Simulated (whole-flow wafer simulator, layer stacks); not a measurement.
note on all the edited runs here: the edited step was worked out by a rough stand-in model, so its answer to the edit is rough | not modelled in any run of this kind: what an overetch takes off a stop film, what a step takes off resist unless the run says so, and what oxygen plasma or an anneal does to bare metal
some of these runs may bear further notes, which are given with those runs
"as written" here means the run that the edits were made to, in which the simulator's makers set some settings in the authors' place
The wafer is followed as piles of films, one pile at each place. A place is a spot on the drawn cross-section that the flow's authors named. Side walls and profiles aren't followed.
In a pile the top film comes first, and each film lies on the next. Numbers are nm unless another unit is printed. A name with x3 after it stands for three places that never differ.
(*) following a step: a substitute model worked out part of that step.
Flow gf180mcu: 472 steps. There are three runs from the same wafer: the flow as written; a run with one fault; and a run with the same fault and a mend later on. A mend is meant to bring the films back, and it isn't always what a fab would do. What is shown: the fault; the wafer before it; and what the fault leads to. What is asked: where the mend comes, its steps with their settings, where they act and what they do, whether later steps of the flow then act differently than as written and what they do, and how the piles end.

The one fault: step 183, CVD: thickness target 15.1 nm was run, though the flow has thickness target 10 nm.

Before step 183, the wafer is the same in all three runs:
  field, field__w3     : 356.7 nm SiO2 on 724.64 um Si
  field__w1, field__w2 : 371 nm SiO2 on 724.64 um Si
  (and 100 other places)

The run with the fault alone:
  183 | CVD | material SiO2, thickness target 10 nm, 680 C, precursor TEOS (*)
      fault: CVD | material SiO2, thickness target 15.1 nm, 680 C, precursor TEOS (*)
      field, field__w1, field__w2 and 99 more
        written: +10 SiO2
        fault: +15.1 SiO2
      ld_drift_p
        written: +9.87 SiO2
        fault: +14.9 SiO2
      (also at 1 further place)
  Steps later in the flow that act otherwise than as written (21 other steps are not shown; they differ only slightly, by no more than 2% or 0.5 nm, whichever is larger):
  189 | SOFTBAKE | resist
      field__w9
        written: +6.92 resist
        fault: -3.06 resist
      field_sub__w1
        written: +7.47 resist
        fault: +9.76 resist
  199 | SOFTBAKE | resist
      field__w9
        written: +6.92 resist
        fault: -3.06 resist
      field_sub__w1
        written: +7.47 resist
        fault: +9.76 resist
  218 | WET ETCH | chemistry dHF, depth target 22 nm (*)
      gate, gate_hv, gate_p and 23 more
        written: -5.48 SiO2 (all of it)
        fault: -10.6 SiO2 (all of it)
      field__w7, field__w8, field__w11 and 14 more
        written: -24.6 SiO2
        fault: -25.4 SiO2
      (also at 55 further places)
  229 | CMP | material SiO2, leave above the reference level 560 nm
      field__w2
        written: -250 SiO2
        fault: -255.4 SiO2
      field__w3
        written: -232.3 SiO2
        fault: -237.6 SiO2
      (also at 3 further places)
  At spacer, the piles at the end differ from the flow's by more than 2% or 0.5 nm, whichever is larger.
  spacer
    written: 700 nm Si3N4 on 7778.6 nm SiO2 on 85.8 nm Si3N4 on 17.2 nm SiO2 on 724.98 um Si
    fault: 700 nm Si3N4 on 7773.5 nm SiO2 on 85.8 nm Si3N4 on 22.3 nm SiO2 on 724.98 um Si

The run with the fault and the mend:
  The mend follows step 183.
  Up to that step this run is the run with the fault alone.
  183a | WET ETCH | chemistry dHF, depth target 5.1 nm, 25 C, dilution 100:1 (the flow's step 17, run once more with other settings)
      field, field__w1, field__w2 and 101 more
        -5.1 SiO2
  None of the later steps of the flow differs from how it acts as written, at any place that is followed, by more than 2% or 0.5 nm, whichever is larger.
  At the end the piles are close to the flow's at the places that both follow, differing by at most 2% or 0.5 nm, whichever is larger.
